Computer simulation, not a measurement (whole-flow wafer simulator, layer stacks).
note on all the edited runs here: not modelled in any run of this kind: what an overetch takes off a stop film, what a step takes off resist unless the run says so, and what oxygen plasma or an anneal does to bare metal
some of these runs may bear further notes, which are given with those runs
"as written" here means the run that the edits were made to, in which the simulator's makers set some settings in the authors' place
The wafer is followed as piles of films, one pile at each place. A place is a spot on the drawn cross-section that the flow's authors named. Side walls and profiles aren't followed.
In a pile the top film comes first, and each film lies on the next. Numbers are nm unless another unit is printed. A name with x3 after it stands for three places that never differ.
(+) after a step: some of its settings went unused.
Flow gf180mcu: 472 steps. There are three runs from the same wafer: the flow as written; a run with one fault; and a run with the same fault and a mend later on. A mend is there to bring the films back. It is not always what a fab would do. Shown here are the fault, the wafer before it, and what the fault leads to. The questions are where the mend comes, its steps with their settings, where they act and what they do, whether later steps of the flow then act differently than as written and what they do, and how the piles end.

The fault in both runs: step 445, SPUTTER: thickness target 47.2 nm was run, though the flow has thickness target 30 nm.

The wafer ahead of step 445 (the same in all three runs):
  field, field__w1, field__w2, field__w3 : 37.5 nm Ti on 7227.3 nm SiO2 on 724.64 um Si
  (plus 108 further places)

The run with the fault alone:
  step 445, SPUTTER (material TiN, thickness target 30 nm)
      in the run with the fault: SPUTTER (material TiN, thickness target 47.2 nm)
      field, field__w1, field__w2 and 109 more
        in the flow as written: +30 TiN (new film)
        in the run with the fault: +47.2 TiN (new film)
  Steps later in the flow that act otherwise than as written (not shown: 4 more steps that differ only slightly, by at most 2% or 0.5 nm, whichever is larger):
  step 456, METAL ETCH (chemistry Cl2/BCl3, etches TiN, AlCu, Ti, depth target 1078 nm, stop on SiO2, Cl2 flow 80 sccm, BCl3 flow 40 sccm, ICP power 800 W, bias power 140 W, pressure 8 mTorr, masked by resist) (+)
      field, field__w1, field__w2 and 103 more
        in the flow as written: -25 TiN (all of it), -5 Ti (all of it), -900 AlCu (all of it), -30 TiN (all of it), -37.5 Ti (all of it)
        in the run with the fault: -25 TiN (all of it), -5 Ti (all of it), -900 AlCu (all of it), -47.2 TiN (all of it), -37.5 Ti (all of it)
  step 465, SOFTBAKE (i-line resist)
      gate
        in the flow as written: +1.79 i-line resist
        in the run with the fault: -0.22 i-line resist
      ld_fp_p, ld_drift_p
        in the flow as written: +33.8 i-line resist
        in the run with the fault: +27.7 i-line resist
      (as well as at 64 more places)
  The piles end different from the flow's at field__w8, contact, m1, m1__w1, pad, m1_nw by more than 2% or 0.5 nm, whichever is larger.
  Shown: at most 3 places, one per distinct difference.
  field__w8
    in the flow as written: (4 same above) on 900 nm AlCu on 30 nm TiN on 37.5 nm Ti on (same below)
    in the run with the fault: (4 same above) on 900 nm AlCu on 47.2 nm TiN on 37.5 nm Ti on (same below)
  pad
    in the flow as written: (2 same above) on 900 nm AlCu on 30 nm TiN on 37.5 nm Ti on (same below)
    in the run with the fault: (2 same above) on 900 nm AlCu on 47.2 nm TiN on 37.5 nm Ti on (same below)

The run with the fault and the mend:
  The mend stands after step 445.
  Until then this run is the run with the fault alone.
  step 445a, METAL ETCH (chemistry Cl2/BCl3, etches TiN, AlCu, Ti, depth target 17.2 nm, Cl2 flow 80 sccm, BCl3 flow 40 sccm, ICP power 800 W, bias power 140 W, pressure 8 mTorr) (the flow's step 260, run once more with other settings)
      field, field__w1, field__w2 and 109 more
        -17.2 TiN
  Every later step of the flow that is run acts as written at every place that is followed.
  At every place that both follow, the piles at the end match the flow's.
